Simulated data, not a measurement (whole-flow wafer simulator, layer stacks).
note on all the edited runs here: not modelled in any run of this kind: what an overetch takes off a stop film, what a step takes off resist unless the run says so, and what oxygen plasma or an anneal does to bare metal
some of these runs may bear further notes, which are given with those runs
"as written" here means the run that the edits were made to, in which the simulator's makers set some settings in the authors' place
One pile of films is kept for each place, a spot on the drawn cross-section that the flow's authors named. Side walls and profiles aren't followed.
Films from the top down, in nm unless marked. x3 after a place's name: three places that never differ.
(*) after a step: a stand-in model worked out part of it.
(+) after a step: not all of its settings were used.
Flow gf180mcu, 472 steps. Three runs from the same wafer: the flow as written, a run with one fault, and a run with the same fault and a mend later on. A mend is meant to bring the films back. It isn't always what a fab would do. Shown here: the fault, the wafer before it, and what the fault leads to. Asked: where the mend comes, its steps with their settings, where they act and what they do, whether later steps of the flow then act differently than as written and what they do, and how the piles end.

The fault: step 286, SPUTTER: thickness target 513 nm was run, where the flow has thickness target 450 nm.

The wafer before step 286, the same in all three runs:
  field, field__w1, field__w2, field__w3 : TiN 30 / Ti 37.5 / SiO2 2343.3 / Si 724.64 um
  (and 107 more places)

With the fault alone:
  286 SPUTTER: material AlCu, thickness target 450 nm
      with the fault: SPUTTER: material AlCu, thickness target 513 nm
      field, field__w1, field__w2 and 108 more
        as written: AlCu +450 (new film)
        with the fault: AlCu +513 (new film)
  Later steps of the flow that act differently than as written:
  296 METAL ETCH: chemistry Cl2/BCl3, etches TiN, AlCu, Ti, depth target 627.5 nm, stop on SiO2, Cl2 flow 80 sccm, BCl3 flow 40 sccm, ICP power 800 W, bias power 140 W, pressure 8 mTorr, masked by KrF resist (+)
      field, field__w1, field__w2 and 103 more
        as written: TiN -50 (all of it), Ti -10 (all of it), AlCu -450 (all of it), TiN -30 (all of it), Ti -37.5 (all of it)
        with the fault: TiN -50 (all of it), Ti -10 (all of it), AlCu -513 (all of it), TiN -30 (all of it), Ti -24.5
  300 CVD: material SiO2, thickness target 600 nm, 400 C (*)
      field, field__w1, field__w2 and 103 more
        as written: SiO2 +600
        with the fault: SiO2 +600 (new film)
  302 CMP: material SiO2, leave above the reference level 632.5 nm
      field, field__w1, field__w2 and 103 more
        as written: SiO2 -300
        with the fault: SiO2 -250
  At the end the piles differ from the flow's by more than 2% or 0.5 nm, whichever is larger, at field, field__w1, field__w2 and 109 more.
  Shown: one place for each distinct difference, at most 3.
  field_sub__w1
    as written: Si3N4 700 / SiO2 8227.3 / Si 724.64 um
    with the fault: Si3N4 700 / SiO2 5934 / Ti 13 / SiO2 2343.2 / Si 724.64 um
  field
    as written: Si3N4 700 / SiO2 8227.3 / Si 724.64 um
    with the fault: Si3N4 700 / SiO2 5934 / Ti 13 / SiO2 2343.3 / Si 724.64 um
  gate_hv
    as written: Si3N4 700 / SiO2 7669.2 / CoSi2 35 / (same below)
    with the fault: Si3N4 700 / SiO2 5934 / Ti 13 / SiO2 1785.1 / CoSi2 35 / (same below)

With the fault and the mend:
  The mend comes after step 286.
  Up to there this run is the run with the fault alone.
  286a METAL ETCH: chemistry Cl2/BCl3, etches TiN, AlCu, Ti, depth target 63 nm, Cl2 flow 80 sccm, BCl3 flow 40 sccm, ICP power 800 W, bias power 140 W, pressure 8 mTorr (the flow's step 260 once more, with other settings)
      field, field__w1, field__w2 and 108 more
        AlCu -63
  No later step of the flow acts differently than as written at any place that is followed.
  At the end the piles are the same as the flow's at every place that both follow.
